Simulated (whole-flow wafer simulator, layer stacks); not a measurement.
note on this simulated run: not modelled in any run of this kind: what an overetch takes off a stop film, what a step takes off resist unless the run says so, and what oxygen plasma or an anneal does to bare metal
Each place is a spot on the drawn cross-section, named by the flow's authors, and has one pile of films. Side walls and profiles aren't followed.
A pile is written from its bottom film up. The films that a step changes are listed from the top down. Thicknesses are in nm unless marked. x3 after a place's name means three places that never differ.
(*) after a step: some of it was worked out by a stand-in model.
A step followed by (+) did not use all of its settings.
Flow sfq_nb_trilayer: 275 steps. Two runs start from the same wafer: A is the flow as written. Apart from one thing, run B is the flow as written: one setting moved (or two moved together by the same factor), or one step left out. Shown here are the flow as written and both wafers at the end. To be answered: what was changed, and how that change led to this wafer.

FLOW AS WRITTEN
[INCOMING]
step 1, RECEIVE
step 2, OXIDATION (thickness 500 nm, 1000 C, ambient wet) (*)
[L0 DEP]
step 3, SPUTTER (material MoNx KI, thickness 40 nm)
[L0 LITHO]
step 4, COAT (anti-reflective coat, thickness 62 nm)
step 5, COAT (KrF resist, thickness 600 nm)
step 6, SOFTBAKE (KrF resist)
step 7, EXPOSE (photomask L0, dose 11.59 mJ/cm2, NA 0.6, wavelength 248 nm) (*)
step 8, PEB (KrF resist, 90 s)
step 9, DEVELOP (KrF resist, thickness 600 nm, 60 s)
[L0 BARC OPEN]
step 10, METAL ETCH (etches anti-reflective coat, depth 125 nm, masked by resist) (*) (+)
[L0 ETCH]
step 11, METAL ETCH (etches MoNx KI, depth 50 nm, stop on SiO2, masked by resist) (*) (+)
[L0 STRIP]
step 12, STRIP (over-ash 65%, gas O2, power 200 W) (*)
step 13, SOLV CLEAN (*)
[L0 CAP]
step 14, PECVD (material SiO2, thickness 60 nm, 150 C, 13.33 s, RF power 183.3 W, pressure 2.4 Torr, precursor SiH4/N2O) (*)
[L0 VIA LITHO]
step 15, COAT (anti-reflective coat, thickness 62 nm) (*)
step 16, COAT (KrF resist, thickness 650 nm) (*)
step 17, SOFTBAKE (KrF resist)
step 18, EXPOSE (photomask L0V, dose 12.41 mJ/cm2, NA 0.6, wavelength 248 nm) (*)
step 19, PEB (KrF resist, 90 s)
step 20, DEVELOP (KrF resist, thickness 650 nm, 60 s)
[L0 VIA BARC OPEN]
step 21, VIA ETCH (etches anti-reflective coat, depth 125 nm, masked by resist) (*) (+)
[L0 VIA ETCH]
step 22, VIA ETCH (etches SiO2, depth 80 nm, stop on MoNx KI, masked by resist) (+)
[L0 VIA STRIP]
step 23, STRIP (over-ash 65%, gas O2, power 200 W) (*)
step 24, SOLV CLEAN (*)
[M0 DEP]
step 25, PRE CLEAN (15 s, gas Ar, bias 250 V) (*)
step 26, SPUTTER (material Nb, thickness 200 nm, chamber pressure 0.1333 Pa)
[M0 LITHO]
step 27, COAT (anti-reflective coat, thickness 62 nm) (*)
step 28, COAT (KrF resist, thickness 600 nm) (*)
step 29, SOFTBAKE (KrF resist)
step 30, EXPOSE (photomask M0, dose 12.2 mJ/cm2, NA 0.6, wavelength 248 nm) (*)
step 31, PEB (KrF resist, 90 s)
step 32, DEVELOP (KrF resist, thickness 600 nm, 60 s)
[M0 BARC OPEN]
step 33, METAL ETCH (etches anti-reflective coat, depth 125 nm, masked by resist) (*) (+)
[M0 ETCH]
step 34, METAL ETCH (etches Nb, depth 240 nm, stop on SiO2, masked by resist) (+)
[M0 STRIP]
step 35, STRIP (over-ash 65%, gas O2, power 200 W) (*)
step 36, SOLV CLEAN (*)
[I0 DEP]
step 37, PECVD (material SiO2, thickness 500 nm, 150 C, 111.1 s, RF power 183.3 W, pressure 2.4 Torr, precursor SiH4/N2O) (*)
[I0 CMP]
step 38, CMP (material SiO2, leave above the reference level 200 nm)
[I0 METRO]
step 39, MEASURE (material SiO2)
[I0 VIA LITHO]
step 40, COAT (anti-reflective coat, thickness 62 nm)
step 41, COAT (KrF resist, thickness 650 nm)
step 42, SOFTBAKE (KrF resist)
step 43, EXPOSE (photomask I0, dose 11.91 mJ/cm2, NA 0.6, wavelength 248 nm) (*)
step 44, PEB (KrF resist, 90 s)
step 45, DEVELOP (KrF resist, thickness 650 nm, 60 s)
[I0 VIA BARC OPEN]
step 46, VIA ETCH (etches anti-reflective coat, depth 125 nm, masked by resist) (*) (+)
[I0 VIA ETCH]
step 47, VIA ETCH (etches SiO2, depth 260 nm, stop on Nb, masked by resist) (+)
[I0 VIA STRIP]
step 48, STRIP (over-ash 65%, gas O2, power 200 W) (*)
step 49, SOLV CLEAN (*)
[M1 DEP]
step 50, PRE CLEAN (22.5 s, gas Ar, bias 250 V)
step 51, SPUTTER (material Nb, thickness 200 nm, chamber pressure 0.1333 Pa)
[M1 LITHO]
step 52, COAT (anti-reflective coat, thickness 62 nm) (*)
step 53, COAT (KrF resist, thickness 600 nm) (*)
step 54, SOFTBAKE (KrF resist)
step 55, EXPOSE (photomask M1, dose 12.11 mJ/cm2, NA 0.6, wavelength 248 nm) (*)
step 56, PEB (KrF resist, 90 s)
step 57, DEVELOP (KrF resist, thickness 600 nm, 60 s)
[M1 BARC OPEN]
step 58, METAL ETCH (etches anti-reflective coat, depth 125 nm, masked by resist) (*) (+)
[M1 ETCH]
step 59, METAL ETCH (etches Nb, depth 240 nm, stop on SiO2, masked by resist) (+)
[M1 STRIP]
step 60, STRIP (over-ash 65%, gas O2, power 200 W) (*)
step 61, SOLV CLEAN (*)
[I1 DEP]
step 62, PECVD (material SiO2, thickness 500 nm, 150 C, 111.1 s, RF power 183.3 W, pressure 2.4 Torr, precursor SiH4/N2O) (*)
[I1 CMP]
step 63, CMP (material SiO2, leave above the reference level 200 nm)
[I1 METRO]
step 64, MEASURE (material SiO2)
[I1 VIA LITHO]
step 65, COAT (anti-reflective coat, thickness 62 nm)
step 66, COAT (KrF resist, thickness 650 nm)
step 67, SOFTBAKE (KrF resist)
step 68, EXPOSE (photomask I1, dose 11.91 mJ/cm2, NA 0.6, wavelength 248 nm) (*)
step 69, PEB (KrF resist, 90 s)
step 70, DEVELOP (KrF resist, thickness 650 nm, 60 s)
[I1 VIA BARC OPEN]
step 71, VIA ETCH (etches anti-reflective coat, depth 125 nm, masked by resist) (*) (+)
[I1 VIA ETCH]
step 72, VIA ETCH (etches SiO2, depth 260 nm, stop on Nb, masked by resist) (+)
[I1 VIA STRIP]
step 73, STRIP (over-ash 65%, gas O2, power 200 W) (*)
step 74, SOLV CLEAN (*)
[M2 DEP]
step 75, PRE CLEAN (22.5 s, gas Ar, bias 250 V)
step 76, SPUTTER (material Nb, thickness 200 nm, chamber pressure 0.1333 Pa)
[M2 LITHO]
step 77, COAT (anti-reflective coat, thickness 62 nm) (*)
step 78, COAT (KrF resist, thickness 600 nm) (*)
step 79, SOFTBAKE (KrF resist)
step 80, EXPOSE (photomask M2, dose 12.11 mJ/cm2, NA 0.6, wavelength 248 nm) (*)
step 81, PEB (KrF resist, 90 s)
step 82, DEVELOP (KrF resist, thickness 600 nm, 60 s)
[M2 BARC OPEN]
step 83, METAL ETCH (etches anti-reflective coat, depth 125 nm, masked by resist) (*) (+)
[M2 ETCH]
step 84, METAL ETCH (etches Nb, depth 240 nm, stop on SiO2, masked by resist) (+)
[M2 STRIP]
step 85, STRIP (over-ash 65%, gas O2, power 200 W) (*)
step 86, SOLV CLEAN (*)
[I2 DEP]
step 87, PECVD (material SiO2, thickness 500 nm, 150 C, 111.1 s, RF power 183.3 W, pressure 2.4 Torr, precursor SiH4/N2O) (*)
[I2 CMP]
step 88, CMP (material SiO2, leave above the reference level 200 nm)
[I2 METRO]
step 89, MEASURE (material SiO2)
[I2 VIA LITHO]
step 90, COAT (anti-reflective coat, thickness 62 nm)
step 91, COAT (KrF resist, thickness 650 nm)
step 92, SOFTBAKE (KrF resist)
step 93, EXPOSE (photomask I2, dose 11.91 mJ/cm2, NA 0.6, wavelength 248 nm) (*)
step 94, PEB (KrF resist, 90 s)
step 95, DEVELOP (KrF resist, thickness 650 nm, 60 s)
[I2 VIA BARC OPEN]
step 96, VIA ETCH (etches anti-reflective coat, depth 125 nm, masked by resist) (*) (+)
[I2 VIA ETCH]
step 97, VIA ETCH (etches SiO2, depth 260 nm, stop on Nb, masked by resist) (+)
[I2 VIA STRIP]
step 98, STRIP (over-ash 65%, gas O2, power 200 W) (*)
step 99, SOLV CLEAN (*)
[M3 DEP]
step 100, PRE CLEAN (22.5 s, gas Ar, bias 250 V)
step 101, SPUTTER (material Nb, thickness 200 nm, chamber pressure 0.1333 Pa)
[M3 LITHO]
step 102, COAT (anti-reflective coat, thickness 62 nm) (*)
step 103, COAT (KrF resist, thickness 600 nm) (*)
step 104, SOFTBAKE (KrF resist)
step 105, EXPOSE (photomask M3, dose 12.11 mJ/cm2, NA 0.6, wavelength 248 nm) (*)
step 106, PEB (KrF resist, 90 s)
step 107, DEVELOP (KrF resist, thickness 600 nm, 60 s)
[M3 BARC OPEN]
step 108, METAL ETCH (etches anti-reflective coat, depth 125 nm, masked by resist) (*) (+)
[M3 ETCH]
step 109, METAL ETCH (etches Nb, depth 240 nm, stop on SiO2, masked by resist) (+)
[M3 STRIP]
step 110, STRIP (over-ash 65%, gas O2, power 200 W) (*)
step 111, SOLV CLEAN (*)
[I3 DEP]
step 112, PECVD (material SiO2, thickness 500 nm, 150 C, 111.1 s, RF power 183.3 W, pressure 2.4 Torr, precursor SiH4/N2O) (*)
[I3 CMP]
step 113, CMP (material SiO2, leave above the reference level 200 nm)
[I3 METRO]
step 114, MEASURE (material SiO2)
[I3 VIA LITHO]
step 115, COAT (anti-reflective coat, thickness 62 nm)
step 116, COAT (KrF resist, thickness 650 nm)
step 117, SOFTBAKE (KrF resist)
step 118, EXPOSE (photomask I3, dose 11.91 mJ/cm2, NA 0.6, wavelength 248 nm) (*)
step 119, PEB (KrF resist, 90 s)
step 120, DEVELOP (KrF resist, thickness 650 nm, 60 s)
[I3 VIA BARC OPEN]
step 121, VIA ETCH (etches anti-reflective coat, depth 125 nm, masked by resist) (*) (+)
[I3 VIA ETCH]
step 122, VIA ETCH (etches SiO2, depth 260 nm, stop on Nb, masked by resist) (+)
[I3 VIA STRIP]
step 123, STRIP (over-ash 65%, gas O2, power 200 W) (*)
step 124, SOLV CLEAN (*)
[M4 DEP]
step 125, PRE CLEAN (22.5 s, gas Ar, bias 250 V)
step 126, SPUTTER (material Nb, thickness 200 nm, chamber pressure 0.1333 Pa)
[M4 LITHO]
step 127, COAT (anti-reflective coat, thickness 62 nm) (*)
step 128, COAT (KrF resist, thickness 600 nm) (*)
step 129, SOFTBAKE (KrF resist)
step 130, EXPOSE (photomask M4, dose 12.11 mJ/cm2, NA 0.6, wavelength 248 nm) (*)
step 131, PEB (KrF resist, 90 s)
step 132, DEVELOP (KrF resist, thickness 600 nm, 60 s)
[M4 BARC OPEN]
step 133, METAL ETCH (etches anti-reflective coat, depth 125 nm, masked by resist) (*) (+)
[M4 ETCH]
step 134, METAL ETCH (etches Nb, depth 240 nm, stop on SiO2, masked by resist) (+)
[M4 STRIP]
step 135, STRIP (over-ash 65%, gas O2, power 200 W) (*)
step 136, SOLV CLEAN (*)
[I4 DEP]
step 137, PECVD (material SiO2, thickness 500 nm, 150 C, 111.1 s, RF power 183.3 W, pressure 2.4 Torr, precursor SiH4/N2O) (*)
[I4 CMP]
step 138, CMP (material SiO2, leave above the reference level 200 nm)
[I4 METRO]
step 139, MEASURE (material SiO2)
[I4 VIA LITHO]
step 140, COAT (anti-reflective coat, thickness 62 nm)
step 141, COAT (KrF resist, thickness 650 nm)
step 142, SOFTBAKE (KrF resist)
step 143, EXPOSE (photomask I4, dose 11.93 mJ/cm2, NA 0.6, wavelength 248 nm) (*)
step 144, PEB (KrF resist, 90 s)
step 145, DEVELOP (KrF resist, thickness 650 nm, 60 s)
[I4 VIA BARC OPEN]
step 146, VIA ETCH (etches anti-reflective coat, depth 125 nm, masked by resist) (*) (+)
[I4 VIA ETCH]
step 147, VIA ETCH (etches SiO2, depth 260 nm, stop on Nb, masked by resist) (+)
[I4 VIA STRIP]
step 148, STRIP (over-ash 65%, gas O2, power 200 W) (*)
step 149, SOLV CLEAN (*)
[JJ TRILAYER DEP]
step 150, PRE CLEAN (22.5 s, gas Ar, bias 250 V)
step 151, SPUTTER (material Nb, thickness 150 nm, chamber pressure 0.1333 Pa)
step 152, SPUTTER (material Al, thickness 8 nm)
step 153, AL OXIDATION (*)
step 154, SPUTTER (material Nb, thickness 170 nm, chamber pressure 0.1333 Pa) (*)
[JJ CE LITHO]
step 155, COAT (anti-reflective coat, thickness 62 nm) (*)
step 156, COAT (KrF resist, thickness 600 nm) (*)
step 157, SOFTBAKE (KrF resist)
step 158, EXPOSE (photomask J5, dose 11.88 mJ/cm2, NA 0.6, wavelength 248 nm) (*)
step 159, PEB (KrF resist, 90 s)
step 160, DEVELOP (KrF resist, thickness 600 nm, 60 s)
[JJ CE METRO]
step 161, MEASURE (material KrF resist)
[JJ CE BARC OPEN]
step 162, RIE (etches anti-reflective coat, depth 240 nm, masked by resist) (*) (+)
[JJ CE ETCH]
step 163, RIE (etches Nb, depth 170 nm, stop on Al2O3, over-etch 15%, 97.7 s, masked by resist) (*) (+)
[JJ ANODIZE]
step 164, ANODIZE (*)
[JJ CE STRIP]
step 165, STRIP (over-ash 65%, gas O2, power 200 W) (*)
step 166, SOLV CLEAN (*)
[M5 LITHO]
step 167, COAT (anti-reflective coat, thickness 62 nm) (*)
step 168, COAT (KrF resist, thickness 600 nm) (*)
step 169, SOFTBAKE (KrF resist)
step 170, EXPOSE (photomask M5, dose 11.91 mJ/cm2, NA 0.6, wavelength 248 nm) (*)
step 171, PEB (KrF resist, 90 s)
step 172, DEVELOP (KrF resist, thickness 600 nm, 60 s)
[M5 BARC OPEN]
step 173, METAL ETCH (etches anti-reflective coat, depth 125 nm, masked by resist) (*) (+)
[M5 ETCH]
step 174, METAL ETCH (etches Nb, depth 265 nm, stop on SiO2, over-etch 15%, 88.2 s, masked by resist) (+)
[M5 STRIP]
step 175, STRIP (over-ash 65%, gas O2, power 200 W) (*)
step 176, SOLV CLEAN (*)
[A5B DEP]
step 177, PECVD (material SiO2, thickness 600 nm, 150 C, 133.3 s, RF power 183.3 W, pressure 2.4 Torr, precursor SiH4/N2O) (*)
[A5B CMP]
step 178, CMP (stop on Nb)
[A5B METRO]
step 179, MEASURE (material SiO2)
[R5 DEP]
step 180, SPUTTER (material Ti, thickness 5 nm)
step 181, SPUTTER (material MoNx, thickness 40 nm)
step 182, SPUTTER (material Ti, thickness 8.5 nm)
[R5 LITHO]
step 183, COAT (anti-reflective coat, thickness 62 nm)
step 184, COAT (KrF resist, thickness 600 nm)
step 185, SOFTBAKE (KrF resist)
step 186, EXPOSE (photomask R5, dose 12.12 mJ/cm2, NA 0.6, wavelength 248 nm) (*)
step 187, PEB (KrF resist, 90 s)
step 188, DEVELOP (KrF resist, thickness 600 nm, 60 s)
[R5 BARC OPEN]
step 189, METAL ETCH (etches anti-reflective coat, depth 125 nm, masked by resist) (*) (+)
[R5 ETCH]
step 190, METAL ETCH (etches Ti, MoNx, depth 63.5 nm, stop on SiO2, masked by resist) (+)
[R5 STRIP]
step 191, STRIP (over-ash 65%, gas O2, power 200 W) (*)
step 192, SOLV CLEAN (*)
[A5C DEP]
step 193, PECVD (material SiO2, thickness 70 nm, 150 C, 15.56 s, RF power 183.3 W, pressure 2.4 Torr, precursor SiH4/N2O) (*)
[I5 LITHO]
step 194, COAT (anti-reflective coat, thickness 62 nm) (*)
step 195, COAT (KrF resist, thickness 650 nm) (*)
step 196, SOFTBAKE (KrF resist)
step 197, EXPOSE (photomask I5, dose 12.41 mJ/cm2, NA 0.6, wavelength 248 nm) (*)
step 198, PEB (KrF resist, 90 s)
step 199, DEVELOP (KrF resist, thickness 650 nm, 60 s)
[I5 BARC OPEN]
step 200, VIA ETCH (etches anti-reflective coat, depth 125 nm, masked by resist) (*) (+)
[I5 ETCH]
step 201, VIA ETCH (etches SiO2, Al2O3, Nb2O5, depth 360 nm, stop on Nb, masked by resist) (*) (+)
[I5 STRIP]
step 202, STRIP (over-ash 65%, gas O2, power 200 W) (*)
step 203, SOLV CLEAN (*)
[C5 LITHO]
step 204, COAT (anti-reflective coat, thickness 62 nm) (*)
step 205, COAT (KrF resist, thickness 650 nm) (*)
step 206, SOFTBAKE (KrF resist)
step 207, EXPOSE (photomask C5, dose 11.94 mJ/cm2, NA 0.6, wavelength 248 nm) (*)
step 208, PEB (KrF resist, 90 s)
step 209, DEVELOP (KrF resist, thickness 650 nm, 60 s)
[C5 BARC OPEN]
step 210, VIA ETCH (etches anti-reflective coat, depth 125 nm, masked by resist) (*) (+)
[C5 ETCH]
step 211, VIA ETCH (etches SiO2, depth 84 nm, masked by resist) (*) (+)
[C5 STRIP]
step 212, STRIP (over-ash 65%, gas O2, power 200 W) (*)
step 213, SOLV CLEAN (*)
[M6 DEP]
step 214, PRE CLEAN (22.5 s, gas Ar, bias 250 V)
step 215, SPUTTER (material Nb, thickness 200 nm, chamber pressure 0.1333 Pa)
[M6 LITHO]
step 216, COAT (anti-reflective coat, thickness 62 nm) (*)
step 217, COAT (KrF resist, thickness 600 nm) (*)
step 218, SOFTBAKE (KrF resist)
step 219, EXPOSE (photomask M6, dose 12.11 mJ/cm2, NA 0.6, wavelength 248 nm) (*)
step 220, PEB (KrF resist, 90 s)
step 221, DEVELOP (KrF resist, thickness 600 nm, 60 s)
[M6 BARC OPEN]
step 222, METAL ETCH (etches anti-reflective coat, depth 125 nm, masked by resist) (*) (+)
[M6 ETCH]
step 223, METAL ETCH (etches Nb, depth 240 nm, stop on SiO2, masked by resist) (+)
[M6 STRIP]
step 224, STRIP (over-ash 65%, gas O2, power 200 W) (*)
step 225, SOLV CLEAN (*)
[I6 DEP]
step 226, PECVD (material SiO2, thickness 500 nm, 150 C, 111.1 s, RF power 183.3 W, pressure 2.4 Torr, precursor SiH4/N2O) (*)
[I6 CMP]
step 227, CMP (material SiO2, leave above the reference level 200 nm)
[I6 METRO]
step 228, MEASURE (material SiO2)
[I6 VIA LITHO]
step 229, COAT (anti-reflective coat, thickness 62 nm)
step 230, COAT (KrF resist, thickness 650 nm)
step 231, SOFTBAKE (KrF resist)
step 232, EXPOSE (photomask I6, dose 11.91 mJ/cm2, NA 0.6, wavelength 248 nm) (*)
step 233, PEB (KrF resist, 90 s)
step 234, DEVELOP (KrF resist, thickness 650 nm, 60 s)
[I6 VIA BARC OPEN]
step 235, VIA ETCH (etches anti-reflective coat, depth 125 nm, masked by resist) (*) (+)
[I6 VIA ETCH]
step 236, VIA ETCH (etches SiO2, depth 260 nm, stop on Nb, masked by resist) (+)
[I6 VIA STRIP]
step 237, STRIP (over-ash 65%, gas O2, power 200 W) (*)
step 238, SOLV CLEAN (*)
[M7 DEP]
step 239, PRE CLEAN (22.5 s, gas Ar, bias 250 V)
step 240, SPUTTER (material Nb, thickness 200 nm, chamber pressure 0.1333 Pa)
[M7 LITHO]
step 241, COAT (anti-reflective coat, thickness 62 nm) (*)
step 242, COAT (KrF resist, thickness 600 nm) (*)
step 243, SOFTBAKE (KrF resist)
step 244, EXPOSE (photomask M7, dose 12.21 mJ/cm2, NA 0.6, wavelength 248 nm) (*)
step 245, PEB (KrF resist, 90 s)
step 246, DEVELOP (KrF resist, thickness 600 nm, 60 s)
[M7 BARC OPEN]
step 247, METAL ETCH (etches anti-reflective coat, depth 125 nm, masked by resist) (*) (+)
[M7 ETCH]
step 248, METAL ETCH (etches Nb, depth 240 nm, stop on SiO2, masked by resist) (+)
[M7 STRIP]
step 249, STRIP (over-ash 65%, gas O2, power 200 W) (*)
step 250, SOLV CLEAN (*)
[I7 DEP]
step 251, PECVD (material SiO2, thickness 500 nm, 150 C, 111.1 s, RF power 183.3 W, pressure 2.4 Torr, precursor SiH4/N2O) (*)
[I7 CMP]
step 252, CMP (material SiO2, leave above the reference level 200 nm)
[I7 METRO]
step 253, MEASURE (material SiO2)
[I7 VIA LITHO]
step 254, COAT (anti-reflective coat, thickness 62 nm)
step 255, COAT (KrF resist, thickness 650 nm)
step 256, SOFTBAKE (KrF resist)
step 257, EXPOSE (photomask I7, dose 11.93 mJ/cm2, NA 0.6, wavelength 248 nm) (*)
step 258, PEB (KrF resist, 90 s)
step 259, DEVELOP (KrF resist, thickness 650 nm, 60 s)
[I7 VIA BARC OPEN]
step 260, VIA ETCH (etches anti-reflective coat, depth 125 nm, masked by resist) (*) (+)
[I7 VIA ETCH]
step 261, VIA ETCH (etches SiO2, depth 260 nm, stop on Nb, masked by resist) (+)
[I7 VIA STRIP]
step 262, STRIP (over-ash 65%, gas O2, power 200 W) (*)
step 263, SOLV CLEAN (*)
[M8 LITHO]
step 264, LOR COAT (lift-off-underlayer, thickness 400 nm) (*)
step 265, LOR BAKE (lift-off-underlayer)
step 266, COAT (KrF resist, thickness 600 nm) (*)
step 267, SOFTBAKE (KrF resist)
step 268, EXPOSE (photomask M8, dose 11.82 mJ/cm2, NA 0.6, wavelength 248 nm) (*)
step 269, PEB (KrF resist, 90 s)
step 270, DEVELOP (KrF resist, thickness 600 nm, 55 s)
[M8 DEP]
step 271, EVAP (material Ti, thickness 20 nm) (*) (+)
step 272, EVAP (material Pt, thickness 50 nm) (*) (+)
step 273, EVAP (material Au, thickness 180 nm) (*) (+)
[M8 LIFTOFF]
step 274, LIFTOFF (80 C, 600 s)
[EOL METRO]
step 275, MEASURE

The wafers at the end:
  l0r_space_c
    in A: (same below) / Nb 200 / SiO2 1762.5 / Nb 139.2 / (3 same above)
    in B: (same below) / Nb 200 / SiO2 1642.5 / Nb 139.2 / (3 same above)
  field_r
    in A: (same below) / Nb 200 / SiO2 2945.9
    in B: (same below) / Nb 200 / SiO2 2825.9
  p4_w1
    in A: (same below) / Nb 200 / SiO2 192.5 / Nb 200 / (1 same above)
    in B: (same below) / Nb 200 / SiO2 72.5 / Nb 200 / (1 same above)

Cause: step 113, CMP: leave above the reference level 80 nm was run, whereas the flow has leave above the reference level 200 nm.

How this came from the change, step by step:
  step 113, CMP (material SiO2, leave above the reference level 200 nm)
      field_l, be, be_sur and 64 more: A -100 SiO2 | B -220 SiO2
      v_sur, via_wl, via_wr and 27 more: A -300 SiO2 | B -420 SiO2
      (also at 9 further places)
  step 122, VIA ETCH (etches SiO2, depth 260 nm, stop on Nb, masked by resist) (+)
      field_l, v_sur, via_wl and 102 more: A -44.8 KrF resist | B -20.6 KrF resist
      via_v: A -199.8 SiO2 (all of it) | B -79.8 SiO2 (all of it)
  step 123, STRIP (over-ash 65%, gas O2, power 200 W) (*)
      field_l, v_sur, via_wl and 102 more: A -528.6 KrF resist (all of it), -62 anti-reflective coat (all of it) | B -552.8 KrF resist (all of it), -62 anti-reflective coat (all of it)
  step 126, SPUTTER (material Nb, thickness 200 nm, chamber pressure 0.1333 Pa)
      via_v: A +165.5 Nb | B +192 Nb
  step 127, COAT (anti-reflective coat, thickness 62 nm) (*)
      via_sp: A +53 anti-reflective coat (new film) | B +54.5 anti-reflective coat (new film)
      via_v: A +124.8 anti-reflective coat (new film) | B +95.7 anti-reflective coat (new film)
      (also at 1 further place)
  step 128, COAT (KrF resist, thickness 600 nm) (*)
      via_v: A +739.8 KrF resist (new film) | B +641.5 KrF resist (new film)
  step 135, STRIP (over-ash 65%, gas O2, power 200 W) (*)
      via_sp: A -373.9 KrF resist (all of it), -53 anti-reflective coat (all of it) | B -382.6 KrF resist (all of it), -54.5 anti-reflective coat (all of it)
      via_v: A -521.8 KrF resist (all of it), -124.8 anti-reflective coat (all of it) | B -423.8 KrF resist (all of it), -95.7 anti-reflective coat (all of it)
      (also at 1 further place)
  step 137, PECVD (material SiO2, thickness 500 nm, 150 C, 111.1 s, RF power 183.3 W, pressure 2.4 Torr, precursor SiH4/N2O) (*)
      via_v: A +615 SiO2 (new film) | B +500 SiO2 (new film)
  step 138, CMP (material SiO2, leave above the reference level 200 nm)
      via_v: A -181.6 SiO2 | B -213.1 SiO2
